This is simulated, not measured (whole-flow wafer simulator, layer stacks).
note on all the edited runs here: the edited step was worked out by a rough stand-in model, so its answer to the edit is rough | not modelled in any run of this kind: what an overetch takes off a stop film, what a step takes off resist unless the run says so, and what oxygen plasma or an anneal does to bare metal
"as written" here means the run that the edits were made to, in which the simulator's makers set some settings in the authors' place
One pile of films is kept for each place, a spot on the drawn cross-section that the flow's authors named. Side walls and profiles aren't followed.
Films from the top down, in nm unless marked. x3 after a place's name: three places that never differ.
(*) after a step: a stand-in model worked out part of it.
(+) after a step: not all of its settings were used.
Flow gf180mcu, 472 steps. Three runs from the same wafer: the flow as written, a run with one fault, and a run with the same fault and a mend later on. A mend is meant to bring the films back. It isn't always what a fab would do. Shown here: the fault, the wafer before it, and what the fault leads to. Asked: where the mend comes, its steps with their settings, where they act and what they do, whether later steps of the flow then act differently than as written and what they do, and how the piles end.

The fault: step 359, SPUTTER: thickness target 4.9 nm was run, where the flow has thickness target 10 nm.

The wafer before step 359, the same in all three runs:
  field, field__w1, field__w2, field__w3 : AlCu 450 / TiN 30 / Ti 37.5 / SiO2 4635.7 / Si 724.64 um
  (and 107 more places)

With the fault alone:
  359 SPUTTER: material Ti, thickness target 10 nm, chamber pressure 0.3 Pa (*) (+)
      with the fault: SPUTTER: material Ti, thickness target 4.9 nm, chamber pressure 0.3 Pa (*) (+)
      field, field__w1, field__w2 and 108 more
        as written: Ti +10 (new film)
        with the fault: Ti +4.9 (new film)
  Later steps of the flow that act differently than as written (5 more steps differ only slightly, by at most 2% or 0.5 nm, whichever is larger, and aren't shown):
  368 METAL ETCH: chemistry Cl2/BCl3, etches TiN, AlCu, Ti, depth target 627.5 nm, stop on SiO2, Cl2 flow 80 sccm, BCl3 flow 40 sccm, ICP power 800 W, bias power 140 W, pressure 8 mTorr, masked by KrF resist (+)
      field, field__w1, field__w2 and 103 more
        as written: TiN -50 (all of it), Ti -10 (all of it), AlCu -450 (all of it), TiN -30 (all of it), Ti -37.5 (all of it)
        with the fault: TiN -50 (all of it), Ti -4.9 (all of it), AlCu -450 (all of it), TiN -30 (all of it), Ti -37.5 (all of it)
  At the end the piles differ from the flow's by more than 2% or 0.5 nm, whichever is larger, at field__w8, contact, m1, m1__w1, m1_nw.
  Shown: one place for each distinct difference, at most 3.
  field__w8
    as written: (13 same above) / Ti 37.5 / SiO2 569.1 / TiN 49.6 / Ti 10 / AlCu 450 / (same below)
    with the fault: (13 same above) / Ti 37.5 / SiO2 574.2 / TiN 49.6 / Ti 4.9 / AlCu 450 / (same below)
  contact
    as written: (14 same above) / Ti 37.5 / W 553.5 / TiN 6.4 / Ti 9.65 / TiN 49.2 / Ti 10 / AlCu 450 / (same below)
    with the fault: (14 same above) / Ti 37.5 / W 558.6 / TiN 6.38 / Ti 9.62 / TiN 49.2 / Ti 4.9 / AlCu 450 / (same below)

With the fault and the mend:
  The mend comes after step 359.
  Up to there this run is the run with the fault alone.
  359a SPUTTER: material Ti, thickness target 5.1 nm, chamber pressure 0.3 Pa (*) (+) (the flow's step 359 once more, with other settings)
      field, field__w1, field__w2 and 108 more
        Ti +5.1
  No later step of the flow acts differently than as written at any place that is followed.
  At the end the piles are the same as the flow's at every place that both follow.
